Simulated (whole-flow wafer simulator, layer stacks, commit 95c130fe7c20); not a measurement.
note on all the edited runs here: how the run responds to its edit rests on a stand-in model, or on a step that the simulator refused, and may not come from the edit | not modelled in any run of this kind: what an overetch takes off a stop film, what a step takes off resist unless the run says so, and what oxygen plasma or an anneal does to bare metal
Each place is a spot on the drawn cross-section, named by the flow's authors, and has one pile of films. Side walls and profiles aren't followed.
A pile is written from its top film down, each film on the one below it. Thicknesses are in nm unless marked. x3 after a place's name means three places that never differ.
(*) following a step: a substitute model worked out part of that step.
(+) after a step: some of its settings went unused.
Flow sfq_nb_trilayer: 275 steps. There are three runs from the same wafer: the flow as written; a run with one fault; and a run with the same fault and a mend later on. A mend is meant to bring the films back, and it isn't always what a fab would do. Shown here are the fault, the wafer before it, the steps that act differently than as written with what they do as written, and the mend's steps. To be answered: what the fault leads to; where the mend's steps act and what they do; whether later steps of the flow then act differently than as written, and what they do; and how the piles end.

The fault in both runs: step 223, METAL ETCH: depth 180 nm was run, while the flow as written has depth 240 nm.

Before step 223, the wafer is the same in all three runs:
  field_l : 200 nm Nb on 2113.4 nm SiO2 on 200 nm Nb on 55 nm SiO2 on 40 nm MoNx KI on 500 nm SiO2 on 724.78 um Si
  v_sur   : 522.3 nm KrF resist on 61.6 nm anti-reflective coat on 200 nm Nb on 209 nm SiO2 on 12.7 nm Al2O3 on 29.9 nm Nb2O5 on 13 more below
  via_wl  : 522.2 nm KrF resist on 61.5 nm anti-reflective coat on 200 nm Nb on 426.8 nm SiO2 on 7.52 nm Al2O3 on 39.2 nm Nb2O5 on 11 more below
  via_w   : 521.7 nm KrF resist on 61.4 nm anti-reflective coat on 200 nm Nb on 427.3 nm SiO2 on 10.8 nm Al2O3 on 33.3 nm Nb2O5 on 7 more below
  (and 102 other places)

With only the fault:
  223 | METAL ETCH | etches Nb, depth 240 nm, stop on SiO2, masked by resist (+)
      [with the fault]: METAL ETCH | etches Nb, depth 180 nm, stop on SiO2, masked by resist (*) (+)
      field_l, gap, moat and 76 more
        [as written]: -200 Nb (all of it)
        [with the fault]: -180 Nb
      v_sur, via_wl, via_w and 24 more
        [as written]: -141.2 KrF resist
        [with the fault]: -105.9 KrF resist
  Steps later in the flow that act otherwise than as written:
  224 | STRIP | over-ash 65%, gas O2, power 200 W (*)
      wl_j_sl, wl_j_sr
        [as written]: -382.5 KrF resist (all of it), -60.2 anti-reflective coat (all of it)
        [with the fault]: -417.8 KrF resist (all of it), -60.2 anti-reflective coat (all of it)
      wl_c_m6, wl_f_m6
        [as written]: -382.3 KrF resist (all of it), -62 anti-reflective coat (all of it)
        [with the fault]: -417.6 KrF resist (all of it), -62 anti-reflective coat (all of it)
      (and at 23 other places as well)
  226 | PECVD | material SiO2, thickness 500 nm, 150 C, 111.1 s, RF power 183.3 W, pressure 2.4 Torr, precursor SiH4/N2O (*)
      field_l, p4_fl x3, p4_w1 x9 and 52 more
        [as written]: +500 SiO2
        [with the fault]: +500 SiO2 (new film)
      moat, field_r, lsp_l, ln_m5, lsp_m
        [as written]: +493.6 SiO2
        [with the fault]: +494.2 SiO2 (new film)
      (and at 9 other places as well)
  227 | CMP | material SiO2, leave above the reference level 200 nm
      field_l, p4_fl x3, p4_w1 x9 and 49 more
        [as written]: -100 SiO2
        [with the fault]: -120 SiO2
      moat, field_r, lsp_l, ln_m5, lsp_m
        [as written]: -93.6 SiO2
        [with the fault]: -114.2 SiO2
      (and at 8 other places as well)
  At field_l, gap, moat and 76 more, the piles at the end differ from the flow's by more than 2% or 0.5 nm, whichever is larger.
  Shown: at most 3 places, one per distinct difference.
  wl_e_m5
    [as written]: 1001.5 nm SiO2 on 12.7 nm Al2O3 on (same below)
    [with the fault]: 772.5 nm SiO2 on 20 nm Nb on 209 nm SiO2 on 12.7 nm Al2O3 on (same below)
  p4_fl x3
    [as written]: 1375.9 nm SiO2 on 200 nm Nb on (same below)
    [with the fault]: 772.5 nm SiO2 on 20 nm Nb on 583.4 nm SiO2 on 200 nm Nb on (same below)
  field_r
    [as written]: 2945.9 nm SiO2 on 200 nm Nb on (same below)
    [with the fault]: 772.5 nm SiO2 on 20 nm Nb on 2153.4 nm SiO2 on 200 nm Nb on (same below)

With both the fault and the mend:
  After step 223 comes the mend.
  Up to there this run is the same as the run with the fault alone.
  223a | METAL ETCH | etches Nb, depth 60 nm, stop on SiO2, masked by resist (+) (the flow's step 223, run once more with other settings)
      field_l, gap, moat and 76 more
        -20 Nb (all of it)
      v_sur, via_wl, via_w and 24 more
        -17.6 KrF resist
  Steps later in the flow that act otherwise than as written:
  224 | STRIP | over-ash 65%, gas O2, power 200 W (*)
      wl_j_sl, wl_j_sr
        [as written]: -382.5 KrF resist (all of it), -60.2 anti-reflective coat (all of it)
        [with the mend]: -400.2 KrF resist (all of it), -60.2 anti-reflective coat (all of it)
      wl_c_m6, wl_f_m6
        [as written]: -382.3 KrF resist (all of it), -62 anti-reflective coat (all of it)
        [with the mend]: -399.9 KrF resist (all of it), -62 anti-reflective coat (all of it)
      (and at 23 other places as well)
  By the end, the piles equal the flow's at every place that both follow.
